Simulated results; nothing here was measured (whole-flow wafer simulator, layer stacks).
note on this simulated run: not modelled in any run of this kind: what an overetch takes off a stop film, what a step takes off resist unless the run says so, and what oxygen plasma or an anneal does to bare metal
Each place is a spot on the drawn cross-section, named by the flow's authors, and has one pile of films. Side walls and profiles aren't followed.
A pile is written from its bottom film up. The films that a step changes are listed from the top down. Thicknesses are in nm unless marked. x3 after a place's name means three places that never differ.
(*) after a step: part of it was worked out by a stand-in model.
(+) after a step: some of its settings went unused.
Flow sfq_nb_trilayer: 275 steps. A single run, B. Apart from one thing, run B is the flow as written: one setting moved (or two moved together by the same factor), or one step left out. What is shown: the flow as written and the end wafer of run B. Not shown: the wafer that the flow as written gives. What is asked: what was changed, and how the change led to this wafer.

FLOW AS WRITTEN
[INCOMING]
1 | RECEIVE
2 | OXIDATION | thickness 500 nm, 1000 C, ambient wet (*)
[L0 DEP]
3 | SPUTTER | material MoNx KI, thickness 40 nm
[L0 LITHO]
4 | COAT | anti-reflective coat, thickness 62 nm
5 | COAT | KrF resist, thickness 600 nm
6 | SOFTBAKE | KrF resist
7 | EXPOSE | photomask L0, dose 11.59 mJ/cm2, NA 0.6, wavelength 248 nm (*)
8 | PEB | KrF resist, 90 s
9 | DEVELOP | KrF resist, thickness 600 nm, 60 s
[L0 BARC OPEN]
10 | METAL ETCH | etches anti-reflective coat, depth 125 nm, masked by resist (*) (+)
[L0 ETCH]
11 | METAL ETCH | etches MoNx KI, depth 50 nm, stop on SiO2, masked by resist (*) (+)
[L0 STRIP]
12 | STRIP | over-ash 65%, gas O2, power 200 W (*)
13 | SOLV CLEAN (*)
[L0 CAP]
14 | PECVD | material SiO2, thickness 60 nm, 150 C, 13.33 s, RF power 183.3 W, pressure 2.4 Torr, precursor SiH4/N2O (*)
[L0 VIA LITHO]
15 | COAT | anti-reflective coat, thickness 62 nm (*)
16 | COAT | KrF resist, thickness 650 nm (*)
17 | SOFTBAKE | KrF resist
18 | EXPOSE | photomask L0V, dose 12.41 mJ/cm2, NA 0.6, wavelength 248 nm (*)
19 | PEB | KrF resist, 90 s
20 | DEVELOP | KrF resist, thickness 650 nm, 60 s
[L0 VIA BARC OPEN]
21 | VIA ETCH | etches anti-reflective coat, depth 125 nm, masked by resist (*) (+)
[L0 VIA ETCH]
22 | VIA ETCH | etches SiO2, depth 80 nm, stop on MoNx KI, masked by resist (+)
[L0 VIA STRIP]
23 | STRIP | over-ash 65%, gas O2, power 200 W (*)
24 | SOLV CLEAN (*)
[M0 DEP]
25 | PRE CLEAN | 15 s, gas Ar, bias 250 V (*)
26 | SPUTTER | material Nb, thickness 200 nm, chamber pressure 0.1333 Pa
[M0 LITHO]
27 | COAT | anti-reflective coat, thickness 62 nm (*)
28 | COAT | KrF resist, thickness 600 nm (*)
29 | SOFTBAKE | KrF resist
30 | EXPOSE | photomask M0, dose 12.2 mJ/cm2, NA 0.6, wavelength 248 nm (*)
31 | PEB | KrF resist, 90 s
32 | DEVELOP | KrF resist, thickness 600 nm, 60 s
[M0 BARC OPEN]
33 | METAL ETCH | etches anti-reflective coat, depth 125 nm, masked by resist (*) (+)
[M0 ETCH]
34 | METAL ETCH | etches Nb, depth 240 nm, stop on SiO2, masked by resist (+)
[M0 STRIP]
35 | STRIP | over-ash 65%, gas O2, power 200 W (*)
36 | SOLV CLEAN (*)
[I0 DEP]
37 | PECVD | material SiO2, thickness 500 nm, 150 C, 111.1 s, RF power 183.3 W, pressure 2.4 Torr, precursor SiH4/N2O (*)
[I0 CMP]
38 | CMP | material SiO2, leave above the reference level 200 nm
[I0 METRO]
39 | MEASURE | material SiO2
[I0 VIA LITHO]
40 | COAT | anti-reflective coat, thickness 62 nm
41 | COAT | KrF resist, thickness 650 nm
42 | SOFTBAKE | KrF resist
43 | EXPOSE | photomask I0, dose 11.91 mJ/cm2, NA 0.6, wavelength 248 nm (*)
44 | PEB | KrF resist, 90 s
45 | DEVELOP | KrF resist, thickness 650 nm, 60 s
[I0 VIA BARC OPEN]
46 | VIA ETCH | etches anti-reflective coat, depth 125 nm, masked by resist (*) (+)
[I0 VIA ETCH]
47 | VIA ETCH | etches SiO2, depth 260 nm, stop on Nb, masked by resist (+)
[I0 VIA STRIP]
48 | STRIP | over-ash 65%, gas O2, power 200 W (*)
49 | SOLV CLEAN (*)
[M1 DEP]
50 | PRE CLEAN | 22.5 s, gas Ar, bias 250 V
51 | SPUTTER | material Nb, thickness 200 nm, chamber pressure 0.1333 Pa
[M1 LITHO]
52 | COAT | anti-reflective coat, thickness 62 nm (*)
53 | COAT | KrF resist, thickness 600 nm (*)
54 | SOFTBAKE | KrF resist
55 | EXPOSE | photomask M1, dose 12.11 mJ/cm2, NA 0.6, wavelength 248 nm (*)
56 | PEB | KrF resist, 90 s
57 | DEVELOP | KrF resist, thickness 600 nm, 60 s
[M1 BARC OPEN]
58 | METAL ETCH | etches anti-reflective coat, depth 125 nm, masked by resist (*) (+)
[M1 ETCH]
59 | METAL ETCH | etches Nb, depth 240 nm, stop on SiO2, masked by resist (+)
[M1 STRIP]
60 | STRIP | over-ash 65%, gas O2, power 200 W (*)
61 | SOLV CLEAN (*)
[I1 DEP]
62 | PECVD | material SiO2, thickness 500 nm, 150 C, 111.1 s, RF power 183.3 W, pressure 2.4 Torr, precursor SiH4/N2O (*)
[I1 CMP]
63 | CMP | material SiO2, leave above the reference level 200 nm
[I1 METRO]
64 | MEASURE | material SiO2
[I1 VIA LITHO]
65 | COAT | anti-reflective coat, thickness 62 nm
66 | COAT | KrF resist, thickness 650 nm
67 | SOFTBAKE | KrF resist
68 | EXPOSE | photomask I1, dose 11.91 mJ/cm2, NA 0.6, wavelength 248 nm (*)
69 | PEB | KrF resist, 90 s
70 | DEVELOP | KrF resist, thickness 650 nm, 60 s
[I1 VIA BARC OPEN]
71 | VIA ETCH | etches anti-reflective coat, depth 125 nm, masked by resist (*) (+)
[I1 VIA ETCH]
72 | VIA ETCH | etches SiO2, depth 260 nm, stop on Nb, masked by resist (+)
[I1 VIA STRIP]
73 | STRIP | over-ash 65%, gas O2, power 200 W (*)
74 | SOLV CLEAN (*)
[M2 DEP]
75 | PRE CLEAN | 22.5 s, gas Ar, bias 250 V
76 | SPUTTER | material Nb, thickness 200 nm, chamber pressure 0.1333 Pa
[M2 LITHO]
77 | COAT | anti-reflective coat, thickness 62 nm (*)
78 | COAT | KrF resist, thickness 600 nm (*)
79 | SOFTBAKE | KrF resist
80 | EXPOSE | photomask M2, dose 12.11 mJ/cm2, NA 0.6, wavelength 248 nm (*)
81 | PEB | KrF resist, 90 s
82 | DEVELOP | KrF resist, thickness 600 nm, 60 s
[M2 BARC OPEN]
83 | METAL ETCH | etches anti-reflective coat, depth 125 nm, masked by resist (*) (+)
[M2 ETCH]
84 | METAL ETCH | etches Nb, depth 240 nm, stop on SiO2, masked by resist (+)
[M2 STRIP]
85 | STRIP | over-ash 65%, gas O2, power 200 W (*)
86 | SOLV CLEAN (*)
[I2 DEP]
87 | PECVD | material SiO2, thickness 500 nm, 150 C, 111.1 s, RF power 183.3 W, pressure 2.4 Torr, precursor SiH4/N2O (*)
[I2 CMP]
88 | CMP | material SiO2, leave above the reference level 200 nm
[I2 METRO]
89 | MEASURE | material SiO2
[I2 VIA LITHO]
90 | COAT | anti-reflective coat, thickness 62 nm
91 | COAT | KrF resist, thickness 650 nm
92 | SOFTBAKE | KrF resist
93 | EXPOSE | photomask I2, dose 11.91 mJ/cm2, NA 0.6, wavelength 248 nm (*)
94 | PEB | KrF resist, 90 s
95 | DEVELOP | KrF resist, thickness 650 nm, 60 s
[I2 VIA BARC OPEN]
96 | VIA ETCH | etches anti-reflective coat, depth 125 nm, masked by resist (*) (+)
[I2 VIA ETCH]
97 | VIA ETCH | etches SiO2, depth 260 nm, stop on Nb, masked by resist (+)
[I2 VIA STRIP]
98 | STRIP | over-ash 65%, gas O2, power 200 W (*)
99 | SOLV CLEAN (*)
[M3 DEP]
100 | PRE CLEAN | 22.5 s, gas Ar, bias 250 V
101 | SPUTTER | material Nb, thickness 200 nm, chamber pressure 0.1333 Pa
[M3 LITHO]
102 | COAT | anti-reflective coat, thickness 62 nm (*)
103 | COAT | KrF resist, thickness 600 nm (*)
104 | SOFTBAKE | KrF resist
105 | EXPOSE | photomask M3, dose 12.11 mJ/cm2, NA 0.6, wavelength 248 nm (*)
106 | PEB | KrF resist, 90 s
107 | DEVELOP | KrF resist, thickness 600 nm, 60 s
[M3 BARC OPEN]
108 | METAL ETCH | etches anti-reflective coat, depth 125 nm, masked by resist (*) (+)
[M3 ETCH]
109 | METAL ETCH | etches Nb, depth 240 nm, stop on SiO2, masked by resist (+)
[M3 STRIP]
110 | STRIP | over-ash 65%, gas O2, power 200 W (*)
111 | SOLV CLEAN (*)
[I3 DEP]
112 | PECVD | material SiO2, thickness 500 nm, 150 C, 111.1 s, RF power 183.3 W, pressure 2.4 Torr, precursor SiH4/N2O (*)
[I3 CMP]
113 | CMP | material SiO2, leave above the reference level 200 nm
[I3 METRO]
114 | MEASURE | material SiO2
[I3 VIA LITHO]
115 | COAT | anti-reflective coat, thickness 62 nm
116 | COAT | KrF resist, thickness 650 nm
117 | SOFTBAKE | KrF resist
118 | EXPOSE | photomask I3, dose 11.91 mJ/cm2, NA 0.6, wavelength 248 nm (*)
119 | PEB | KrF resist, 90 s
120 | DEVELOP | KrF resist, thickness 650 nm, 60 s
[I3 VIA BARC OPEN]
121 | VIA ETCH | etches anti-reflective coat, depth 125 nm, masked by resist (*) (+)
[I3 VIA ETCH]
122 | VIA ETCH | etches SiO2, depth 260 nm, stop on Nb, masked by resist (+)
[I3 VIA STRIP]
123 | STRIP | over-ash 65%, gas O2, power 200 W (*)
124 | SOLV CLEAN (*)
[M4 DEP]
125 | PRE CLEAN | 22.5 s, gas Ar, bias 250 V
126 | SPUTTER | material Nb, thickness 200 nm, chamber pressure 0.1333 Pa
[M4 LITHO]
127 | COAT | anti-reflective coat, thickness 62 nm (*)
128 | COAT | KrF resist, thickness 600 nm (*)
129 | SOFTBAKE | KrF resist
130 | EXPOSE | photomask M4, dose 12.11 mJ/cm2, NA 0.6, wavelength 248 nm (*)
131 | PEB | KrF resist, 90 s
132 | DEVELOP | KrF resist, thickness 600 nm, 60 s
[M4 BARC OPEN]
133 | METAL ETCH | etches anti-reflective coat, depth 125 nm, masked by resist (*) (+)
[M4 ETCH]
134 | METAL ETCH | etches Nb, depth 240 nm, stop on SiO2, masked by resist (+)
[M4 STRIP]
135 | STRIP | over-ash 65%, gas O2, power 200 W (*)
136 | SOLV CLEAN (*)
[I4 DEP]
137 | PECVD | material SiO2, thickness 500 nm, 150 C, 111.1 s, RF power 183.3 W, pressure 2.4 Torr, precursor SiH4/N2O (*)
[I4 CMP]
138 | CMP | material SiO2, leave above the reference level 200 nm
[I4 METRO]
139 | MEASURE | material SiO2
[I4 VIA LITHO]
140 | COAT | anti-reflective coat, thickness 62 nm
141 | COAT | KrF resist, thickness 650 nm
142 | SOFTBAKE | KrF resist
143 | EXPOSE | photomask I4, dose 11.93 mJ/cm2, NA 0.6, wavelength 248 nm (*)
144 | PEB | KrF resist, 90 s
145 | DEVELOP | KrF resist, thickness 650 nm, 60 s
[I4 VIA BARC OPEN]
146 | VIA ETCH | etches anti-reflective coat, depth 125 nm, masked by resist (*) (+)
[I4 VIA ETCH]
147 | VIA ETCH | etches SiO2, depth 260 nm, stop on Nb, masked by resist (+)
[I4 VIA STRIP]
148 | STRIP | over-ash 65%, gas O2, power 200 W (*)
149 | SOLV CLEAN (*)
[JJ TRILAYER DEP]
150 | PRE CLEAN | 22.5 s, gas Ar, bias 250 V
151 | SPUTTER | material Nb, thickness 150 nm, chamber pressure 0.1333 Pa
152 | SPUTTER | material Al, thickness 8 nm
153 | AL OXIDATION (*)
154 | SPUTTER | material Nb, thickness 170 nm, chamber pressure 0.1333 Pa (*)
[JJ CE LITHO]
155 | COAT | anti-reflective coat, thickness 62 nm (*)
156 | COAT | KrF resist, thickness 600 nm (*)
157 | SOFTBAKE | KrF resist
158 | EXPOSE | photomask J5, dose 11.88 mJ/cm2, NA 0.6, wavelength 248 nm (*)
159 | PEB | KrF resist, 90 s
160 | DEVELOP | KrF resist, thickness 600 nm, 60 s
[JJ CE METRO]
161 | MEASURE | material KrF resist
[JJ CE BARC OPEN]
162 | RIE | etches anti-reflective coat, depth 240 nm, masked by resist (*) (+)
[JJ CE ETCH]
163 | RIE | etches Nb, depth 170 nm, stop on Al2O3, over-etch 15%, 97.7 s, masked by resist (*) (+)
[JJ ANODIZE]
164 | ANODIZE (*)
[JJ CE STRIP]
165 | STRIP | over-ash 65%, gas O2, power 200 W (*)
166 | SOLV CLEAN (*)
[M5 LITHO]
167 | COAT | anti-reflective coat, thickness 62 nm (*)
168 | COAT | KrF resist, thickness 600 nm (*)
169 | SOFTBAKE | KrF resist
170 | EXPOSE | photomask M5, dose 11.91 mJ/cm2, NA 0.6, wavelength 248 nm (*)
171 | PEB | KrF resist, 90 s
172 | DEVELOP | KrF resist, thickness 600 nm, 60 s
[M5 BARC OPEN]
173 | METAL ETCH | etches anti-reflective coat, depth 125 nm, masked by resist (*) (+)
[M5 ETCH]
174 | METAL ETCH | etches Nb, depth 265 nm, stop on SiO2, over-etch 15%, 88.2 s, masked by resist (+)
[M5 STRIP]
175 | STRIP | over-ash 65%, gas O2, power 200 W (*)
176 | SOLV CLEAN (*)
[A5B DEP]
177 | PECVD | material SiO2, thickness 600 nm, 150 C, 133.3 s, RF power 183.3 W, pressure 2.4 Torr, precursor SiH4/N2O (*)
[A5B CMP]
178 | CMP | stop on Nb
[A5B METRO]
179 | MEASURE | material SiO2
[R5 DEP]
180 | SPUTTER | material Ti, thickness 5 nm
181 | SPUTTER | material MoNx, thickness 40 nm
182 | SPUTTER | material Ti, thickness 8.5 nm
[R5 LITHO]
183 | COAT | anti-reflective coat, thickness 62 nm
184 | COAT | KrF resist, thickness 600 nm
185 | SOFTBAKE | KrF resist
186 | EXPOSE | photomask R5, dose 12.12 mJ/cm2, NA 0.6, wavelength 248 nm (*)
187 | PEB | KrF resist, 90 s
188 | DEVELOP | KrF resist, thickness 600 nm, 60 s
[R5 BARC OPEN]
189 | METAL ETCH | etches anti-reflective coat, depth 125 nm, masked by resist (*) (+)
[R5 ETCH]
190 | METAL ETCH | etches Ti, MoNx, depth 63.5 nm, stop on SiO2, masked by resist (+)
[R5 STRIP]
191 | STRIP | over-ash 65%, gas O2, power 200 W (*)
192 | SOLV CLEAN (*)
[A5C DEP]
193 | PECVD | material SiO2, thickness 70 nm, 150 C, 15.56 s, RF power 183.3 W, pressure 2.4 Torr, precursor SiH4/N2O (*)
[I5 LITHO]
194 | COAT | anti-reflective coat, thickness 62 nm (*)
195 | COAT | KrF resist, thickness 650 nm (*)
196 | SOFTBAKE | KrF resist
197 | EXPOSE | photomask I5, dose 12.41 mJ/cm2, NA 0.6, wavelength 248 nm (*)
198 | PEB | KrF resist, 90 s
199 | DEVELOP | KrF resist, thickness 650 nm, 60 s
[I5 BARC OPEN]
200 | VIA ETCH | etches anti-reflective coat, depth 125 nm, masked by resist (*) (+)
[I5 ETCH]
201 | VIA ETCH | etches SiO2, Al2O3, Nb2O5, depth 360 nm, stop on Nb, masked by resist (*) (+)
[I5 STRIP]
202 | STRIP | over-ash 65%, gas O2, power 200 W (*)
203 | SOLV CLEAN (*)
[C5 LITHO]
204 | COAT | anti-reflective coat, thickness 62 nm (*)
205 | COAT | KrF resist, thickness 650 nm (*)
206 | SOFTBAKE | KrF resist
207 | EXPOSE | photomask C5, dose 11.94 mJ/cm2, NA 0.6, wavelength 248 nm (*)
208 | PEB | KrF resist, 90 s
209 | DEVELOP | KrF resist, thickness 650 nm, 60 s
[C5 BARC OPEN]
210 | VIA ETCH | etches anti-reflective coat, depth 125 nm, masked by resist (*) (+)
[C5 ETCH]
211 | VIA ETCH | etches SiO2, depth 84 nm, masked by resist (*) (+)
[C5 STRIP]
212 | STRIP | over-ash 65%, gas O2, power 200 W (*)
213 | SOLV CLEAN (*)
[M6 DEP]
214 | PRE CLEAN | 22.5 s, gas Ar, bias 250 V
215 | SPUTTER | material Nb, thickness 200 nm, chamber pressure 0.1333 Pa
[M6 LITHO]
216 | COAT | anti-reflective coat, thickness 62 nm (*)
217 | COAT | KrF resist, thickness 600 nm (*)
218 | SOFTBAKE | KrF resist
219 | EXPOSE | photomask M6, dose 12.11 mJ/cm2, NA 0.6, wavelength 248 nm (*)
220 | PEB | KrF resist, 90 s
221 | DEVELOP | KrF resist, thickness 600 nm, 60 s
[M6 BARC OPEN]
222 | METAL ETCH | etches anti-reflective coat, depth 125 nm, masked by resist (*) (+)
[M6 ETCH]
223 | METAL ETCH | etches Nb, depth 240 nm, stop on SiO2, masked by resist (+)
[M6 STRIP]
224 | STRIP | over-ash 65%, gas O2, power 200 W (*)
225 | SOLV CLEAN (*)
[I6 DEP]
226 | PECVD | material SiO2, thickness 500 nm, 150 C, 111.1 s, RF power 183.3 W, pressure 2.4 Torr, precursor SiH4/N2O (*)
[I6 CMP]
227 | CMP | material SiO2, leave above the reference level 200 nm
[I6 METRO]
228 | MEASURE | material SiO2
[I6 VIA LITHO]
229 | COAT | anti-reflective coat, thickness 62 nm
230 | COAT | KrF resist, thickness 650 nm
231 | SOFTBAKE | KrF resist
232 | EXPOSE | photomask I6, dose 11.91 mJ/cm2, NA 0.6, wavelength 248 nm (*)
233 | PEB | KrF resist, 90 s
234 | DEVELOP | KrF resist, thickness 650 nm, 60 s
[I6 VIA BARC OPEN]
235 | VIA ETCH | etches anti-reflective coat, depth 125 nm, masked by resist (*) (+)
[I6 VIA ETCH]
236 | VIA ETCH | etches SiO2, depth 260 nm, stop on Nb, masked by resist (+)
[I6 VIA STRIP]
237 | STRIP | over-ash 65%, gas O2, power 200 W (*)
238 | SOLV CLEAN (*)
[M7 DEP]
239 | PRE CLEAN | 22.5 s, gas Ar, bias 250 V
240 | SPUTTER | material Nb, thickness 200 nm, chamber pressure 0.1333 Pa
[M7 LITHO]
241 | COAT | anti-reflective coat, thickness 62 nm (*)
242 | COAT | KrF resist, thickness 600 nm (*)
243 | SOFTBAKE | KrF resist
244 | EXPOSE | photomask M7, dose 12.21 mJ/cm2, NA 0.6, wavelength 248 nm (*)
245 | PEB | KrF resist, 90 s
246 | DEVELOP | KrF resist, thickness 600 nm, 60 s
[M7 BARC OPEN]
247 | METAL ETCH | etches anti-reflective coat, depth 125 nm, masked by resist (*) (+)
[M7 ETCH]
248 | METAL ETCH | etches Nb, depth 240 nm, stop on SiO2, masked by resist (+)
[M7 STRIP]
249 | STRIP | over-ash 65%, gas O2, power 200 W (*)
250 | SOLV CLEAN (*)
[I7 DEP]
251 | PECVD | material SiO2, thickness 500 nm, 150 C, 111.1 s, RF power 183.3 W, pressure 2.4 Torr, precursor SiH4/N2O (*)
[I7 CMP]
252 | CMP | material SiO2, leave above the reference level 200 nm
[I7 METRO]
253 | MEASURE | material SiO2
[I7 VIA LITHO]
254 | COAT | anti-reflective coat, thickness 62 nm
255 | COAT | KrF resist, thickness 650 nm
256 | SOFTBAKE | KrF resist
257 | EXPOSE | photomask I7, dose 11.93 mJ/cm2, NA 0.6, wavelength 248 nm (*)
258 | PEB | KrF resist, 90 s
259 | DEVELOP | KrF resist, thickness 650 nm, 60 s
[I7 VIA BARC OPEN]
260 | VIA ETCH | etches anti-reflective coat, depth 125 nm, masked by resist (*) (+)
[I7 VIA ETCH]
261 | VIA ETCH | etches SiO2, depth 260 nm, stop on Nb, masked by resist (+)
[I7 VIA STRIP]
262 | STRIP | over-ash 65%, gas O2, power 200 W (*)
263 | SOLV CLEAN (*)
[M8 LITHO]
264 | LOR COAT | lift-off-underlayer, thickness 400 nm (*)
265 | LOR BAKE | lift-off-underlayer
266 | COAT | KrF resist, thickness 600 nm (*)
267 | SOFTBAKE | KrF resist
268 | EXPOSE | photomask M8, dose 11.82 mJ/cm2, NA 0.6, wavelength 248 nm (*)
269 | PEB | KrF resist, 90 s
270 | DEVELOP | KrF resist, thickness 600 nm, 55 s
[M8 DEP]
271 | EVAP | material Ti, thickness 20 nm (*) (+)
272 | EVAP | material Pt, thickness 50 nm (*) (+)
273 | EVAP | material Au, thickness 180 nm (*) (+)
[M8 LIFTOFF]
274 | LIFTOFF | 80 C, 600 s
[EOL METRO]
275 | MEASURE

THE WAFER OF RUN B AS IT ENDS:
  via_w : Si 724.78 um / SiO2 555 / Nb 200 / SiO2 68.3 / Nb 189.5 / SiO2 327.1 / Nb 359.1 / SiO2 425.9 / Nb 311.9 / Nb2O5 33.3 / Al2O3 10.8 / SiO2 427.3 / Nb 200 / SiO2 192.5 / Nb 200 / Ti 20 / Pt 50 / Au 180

Cause: step 47, VIA ETCH: depth 124 nm was run, though the flow has depth 260 nm.

Step by step, how the change led to this:
  47 | VIA ETCH | etches SiO2, depth 260 nm, stop on Nb, masked by resist (+)
      via_w: -124 SiO2 (as written it would have been: -199.8 SiO2 (all of it))
      field_l, v_sur, via_wl and 102 more: -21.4 KrF resist (as written it would have been: -44.8 KrF resist)
  48 | STRIP | over-ash 65%, gas O2, power 200 W (*)
      field_l, v_sur, via_wl and 102 more: -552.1 KrF resist (all of it), -62 anti-reflective coat (all of it) (as written it would have been: -528.6 KrF resist (all of it), -62 anti-reflective coat (all of it))
  50 | PRE CLEAN | 22.5 s, gas Ar, bias 250 V
      via_w: -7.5 SiO2 (as written it would have been: -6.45 Nb)
  51 | SPUTTER | material Nb, thickness 200 nm, chamber pressure 0.1333 Pa
      via_w: +189.5 Nb (new film) (as written it would have been: +174.5 Nb)
  52 | COAT | anti-reflective coat, thickness 62 nm (*)
      via_wl: +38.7 anti-reflective coat (new film) (as written it would have been: +33.8 anti-reflective coat (new film))
      via_w: +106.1 anti-reflective coat (new film) (as written it would have been: +123.1 anti-reflective coat (new film))
      (also at 1 further place)
  53 | COAT | KrF resist, thickness 600 nm (*)
      via_w: +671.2 KrF resist (new film) (as written it would have been: +731.8 KrF resist (new film))
  60 | STRIP | over-ash 65%, gas O2, power 200 W (*)
      via_wl: -390.1 KrF resist (all of it), -38.7 anti-reflective coat (all of it) (as written it would have been: -385.5 KrF resist (all of it), -33.8 anti-reflective coat (all of it))
      via_w: -453.4 KrF resist (all of it), -106.1 anti-reflective coat (all of it) (as written it would have been: -513.8 KrF resist (all of it), -123.1 anti-reflective coat (all of it))
      (also at 1 further place)
  62 | PECVD | material SiO2, thickness 500 nm, 150 C, 111.1 s, RF power 183.3 W, pressure 2.4 Torr, precursor SiH4/N2O (*)
      via_w: +500 SiO2 (new film) (as written it would have been: +606 SiO2 (new film))
  63 | CMP | material SiO2, leave above the reference level 200 nm
      via_w: -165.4 SiO2 (as written it would have been: -181.6 SiO2)
Taking metal films that touch as one body, via_w has 6 bodies (between them, from the top down: SiO2 192.5; SiO2 427.3 / Al2O3 10.8 / Nb2O5 33.3; SiO2 425.9; SiO2 327.1; SiO2 68.3); the flow as written gives 5 bodies (between them, from the top down: SiO2 192.5; SiO2 427.3 / Al2O3 10.8 / Nb2O5 33.3; SiO2 425.9; SiO2 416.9).
